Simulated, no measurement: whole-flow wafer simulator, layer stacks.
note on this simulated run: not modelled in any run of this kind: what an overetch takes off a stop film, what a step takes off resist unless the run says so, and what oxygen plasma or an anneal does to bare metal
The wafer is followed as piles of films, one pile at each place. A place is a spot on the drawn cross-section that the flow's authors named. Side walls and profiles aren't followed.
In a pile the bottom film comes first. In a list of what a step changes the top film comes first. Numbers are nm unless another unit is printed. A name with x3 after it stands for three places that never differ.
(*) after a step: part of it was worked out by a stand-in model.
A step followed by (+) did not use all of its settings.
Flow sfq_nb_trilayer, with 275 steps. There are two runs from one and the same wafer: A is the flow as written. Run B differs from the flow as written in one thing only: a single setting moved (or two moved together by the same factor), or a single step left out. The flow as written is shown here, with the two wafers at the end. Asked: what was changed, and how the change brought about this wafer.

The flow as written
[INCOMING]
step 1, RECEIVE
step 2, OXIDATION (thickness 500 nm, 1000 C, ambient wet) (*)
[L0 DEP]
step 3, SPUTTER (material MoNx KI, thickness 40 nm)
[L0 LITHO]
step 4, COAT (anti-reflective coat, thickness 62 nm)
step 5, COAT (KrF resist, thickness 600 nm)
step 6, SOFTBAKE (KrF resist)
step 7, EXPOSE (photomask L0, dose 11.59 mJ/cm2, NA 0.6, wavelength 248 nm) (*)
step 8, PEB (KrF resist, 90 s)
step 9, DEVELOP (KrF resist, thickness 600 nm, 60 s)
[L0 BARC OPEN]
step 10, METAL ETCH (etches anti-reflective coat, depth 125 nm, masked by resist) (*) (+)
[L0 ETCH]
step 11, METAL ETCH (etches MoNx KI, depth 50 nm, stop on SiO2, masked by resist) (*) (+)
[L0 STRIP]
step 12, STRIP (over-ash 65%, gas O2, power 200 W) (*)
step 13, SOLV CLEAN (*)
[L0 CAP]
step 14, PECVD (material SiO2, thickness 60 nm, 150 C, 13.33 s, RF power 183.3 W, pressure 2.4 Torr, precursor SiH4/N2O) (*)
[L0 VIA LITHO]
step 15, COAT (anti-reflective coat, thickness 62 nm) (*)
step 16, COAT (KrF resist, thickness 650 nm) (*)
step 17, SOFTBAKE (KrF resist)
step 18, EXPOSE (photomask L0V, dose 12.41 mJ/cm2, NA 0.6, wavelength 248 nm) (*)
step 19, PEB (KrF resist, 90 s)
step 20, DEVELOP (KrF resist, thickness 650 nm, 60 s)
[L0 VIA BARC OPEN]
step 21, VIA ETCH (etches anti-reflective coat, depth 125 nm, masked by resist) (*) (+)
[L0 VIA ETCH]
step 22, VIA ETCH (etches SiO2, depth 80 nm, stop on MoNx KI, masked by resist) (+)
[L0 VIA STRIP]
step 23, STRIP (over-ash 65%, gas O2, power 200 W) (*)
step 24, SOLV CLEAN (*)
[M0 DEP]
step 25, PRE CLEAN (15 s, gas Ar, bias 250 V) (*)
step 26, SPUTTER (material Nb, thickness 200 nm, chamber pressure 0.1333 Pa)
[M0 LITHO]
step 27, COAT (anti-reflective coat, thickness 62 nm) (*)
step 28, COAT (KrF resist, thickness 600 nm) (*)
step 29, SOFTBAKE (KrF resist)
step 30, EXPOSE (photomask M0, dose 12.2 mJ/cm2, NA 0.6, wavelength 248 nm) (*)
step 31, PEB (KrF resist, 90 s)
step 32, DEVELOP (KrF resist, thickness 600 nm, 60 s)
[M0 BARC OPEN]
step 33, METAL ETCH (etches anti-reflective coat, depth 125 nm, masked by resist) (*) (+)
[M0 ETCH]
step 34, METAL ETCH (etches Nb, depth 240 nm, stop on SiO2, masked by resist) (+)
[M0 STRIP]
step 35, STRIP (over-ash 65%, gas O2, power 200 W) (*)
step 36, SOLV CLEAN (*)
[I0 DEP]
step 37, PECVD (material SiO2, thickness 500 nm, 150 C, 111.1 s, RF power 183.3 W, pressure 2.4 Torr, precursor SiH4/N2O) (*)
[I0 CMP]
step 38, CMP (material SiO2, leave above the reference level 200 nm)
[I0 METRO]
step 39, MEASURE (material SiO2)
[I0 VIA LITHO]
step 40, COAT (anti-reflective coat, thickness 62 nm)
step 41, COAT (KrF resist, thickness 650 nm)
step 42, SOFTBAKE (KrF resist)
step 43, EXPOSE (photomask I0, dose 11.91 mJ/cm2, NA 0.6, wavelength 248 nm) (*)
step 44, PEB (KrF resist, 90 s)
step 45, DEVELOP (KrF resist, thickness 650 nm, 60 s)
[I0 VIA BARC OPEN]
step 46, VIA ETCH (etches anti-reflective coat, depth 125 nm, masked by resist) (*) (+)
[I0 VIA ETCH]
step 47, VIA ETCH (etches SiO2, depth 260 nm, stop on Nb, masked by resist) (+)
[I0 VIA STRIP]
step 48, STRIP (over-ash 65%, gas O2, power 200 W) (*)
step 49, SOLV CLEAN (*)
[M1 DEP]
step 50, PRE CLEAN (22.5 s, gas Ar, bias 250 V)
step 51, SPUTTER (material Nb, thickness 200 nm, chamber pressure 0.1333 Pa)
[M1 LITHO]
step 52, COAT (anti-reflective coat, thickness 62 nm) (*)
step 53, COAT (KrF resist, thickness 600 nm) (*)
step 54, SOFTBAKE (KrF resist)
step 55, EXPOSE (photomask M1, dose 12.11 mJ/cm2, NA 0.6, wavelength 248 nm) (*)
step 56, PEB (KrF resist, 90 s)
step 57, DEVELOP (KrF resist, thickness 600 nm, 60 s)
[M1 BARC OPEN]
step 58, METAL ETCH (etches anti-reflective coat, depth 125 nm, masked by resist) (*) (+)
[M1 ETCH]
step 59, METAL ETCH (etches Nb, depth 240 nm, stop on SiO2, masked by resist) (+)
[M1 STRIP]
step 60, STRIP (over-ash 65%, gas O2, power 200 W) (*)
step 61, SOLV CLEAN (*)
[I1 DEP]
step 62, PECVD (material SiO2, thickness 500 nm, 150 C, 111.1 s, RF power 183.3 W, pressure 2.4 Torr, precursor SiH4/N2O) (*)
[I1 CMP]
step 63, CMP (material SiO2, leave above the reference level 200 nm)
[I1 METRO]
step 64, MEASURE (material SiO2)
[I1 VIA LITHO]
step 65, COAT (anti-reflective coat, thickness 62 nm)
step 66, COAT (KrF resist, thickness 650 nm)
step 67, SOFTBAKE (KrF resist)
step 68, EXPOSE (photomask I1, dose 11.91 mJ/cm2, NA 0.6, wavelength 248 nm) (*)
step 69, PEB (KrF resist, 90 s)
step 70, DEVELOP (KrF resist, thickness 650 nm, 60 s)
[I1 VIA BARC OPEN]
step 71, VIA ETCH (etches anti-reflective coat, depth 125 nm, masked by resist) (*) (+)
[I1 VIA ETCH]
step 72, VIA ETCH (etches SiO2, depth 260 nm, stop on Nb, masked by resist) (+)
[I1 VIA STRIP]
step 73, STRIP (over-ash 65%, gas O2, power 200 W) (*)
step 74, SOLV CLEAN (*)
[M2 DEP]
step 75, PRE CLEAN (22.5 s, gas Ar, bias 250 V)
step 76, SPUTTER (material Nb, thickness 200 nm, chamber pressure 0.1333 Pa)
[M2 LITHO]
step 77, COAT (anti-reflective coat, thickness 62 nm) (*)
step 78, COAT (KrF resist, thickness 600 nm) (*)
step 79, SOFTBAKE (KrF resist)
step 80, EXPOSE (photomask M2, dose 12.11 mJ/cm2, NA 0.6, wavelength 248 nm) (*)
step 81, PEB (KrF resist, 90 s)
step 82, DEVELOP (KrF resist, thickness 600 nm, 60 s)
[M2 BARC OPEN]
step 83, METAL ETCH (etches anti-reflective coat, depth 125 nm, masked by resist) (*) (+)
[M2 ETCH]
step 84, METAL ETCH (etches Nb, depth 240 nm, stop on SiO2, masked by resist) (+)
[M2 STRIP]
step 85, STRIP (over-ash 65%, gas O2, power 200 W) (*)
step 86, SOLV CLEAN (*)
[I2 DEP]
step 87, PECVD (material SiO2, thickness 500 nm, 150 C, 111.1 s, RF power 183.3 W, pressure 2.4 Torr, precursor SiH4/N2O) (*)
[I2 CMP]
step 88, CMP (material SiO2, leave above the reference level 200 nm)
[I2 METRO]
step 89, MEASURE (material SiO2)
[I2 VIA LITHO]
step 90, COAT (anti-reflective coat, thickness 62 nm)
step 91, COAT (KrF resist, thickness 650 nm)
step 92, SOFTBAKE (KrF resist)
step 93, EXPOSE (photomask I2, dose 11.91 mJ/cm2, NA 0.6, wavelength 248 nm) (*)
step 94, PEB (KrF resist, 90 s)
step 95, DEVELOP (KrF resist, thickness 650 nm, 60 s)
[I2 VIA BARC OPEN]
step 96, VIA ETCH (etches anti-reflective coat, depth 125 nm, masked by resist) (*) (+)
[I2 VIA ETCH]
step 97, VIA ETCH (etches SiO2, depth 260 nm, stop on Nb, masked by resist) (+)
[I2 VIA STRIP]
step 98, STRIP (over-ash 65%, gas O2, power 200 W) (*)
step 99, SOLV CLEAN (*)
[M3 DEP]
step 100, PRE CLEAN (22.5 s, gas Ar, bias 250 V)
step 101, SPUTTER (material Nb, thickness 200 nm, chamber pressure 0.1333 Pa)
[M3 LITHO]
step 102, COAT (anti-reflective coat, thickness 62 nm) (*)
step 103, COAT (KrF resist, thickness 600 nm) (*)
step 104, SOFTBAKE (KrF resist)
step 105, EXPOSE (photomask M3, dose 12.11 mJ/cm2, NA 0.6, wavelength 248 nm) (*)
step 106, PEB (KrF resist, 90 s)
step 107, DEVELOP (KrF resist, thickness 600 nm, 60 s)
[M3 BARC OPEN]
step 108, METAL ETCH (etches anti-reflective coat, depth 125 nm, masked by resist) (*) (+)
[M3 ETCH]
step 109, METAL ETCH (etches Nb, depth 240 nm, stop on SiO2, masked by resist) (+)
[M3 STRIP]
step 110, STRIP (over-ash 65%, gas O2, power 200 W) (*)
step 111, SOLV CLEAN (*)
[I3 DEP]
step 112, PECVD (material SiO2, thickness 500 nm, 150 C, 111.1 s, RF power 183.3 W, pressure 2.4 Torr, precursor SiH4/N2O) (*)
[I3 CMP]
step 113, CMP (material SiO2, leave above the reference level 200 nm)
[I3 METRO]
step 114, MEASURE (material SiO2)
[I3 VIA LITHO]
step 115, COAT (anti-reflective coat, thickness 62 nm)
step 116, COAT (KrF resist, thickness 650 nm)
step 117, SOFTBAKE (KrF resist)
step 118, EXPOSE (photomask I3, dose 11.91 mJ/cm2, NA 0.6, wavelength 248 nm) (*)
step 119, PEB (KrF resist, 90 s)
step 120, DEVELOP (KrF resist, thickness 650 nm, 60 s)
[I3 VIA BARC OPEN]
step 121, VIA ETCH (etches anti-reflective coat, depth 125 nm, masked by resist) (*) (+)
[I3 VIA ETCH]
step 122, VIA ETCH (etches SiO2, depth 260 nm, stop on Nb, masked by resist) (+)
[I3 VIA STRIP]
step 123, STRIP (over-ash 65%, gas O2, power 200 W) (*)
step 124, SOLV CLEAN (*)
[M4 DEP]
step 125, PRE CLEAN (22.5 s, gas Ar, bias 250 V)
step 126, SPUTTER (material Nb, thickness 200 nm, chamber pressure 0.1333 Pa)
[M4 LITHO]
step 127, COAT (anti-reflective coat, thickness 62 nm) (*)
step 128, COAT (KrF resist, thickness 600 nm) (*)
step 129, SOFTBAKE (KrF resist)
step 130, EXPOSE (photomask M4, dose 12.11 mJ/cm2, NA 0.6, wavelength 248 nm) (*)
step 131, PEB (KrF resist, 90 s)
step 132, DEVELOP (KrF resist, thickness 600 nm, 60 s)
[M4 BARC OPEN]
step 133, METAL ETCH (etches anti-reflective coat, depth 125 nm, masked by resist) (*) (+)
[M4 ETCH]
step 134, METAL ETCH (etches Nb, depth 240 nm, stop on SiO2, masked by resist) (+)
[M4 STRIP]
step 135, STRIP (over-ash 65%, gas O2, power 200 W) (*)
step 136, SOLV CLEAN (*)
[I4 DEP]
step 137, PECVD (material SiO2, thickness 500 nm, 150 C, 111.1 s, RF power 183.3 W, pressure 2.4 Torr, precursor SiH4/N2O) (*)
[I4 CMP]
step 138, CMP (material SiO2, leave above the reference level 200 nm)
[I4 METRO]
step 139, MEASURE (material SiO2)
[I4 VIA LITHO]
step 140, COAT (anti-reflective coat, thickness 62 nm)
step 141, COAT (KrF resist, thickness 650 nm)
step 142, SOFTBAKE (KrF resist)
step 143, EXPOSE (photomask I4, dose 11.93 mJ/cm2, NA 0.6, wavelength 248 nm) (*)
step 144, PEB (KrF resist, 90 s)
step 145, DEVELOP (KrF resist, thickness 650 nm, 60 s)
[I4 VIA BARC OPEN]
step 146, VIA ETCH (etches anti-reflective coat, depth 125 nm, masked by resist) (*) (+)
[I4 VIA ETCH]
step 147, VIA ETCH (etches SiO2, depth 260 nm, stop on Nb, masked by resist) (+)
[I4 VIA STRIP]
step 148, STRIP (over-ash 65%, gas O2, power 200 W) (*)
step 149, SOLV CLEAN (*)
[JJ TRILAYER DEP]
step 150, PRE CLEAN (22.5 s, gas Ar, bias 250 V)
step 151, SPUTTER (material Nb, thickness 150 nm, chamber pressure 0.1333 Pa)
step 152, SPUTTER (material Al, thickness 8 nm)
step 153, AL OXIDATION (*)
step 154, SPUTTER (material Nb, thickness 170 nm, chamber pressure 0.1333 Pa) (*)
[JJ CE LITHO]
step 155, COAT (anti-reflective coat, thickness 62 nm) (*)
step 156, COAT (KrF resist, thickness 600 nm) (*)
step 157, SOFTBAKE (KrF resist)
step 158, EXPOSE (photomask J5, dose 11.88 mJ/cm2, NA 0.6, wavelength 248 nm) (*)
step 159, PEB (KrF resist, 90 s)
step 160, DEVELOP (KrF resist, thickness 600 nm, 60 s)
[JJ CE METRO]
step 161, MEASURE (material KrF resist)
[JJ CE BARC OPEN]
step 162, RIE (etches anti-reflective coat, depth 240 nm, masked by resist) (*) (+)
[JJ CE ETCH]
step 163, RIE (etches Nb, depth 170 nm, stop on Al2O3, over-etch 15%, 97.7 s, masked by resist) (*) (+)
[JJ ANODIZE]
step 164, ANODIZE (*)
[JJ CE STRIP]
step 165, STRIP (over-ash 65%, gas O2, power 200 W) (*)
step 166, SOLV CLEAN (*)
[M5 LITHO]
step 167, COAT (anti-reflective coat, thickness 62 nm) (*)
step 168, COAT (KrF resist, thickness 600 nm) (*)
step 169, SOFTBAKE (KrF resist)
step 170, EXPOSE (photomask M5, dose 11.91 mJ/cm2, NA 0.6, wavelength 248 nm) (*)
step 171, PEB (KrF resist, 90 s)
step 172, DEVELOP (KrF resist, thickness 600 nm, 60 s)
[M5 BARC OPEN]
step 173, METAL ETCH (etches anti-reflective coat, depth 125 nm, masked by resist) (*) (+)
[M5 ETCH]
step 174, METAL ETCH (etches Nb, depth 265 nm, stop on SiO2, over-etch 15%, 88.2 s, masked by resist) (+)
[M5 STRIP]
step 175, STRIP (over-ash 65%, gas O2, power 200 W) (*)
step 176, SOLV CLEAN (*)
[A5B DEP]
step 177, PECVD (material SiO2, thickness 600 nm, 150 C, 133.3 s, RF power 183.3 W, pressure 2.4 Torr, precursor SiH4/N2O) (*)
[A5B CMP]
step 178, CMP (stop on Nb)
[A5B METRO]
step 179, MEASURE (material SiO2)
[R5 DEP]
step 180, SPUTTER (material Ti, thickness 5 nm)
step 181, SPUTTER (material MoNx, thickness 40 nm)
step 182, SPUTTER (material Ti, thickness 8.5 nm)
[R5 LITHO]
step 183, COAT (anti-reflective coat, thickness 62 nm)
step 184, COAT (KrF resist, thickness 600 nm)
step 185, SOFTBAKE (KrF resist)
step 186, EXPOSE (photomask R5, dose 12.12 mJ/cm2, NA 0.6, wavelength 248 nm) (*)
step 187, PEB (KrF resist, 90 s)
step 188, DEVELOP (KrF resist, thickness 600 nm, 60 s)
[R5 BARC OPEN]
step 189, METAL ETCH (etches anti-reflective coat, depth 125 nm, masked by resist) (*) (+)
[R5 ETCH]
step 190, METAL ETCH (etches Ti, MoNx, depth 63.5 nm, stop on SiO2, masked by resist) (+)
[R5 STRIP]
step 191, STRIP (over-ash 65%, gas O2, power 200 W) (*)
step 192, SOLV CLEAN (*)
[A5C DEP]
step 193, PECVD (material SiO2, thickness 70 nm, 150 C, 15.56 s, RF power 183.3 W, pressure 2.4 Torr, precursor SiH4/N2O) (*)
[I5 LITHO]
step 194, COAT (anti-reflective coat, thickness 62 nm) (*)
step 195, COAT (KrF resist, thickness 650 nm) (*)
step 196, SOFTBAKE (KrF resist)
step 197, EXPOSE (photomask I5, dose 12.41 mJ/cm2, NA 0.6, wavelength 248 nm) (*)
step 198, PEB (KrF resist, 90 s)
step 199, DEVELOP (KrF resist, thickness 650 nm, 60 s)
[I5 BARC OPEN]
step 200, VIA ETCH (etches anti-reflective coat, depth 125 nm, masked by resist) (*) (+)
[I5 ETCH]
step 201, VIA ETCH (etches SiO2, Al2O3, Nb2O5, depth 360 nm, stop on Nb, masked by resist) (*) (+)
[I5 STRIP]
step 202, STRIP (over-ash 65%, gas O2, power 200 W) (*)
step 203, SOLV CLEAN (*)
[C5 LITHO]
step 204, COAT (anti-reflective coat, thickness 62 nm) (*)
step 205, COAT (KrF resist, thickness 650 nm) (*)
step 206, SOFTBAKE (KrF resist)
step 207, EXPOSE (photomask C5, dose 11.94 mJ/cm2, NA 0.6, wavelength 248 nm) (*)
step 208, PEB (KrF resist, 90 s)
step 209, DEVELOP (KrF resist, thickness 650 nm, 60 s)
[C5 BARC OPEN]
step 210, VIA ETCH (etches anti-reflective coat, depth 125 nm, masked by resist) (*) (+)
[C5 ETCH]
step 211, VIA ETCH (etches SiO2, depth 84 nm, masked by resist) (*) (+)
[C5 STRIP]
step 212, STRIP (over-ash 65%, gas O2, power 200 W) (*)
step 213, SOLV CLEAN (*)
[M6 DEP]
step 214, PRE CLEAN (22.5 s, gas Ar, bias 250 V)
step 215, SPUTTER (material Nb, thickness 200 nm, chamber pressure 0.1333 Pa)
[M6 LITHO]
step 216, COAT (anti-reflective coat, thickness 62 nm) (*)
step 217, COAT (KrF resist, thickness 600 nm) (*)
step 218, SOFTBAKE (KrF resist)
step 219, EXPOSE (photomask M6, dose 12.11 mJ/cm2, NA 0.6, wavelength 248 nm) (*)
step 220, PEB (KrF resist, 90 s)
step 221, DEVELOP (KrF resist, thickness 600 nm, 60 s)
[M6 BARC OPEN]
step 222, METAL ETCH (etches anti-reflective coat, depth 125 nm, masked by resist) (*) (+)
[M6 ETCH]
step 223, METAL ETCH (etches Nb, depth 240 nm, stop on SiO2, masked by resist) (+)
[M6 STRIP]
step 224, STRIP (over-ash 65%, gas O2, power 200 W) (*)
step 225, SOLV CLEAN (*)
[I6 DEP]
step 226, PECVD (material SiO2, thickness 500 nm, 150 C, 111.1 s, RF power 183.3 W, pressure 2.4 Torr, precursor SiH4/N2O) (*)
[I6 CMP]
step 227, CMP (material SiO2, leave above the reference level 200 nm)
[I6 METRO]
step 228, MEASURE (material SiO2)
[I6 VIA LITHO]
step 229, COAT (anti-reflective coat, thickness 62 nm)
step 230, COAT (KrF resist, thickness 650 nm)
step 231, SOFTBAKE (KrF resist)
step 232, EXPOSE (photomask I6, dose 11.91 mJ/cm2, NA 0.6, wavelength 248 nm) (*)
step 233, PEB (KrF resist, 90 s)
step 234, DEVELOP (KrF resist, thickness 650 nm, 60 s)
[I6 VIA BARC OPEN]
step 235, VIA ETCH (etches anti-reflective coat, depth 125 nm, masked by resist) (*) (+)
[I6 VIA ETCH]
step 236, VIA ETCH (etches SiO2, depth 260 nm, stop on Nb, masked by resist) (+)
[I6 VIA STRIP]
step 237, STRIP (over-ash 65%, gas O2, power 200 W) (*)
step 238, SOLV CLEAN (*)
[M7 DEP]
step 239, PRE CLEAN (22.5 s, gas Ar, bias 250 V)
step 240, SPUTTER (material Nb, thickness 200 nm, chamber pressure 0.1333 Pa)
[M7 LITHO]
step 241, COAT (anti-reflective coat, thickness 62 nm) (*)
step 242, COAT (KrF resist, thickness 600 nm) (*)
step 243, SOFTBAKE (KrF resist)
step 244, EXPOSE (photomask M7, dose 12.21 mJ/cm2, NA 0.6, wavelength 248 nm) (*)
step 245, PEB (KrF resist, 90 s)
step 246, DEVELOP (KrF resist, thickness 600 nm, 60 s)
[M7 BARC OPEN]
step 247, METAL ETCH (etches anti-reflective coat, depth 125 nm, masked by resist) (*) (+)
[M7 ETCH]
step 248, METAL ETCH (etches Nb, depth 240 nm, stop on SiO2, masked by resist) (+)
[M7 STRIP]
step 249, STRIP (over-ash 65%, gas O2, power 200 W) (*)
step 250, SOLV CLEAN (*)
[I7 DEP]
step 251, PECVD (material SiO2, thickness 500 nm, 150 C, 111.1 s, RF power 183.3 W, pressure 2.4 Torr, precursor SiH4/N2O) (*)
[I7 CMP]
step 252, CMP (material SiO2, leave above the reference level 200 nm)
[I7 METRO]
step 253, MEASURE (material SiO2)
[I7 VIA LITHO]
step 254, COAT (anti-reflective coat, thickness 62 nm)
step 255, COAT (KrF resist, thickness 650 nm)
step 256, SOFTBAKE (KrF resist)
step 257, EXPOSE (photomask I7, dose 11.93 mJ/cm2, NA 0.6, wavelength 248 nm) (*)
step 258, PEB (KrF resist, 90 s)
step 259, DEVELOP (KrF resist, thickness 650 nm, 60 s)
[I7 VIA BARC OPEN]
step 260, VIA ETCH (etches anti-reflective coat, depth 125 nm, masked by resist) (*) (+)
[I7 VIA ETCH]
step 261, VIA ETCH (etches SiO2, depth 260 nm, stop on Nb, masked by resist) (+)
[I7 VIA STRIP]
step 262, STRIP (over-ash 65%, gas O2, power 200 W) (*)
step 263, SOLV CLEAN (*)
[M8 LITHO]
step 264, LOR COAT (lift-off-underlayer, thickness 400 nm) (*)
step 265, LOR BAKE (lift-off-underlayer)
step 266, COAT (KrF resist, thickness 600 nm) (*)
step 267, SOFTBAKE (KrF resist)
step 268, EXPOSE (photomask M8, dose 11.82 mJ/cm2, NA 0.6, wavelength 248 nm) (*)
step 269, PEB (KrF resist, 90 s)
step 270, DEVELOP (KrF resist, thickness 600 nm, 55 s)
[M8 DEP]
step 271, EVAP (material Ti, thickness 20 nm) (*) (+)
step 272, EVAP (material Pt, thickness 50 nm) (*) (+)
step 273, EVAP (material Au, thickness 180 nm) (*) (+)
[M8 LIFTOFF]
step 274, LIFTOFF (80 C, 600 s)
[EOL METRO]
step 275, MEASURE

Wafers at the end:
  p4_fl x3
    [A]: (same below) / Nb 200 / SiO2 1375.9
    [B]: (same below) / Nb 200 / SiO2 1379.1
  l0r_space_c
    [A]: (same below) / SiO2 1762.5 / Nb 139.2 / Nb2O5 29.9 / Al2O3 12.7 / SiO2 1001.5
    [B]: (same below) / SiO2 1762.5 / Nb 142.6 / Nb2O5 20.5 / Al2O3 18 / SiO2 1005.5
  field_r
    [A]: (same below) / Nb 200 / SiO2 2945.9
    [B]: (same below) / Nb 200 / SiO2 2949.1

The reason: step 152, SPUTTER: thickness 11.2 nm was run, whereas the flow has thickness 8 nm.

How this came from the change, step by step:
  step 152, SPUTTER (material Al, thickness 8 nm)
      field_l, v_sur, via_sp and 100 more: A Al gains 8 (new film) | B Al gains 11.2 (new film)
      via_wl, via_wr: A Al gains 5.14 (new film) | B Al gains 7.19 (new film)
      (also at 1 further place)
  step 164, ANODIZE (*)
      field_l, v_sur, via_sp and 96 more: A Al2O3 gains 12.2, Nb2O5 gains 29.9 (new film), Al loses 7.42 (all of it), Nb loses 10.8 | B Al2O3 gains 17.5, Nb2O5 gains 20.5 (new film), Al loses 10.6 (all of it), Nb loses 7.38
      via_wl, via_wr: A Al2O3 gains 7.52 (new film), Nb2O5 gains 39.2 (new film), Al loses 4.56 (all of it), Nb loses 14.1 | B Al2O3 gains 10.9 (new film), Nb2O5 gains 33.1 (new film), Al loses 6.61 (all of it), Nb loses 11.9
      (also at 1 further place)
  step 167, COAT (anti-reflective coat, thickness 62 nm) (*)
      ce_l: A anti-reflective coat gains 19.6 (new film) | B anti-reflective coat gains 18.5 (new film)
  step 174, METAL ETCH (etches Nb, depth 265 nm, stop on SiO2, over-etch 15%, 88.2 s, masked by resist) (+)
      field_l, r_sur, res and 50 more: A Al2O3 loses 12.6 (all of it), Nb2O5 loses 29.9 (all of it), Nb loses 139.2 (all of it), SiO2 loses 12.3 | B Al2O3 loses 17.9 (all of it), Nb2O5 loses 20.5 (all of it), Nb loses 142.6 (all of it), SiO2 loses 12.4
  step 175, STRIP (over-ash 65%, gas O2, power 200 W) (*)
      ce_l: A KrF resist loses 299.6 (all of it), anti-reflective coat loses 19.6 (all of it) | B KrF resist loses 297.9 (all of it), anti-reflective coat loses 18.5 (all of it)
  step 201, VIA ETCH (etches SiO2, Al2O3, Nb2O5, depth 360 nm, stop on Nb, masked by resist) (*) (+)
      be: A SiO2 loses 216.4 (all of it), Al2O3 loses 12.7 (all of it), Nb2O5 loses 29.9 (all of it) | B SiO2 loses 220.3 (all of it), Al2O3 loses 18 (all of it), Nb2O5 loses 20.5 (all of it)
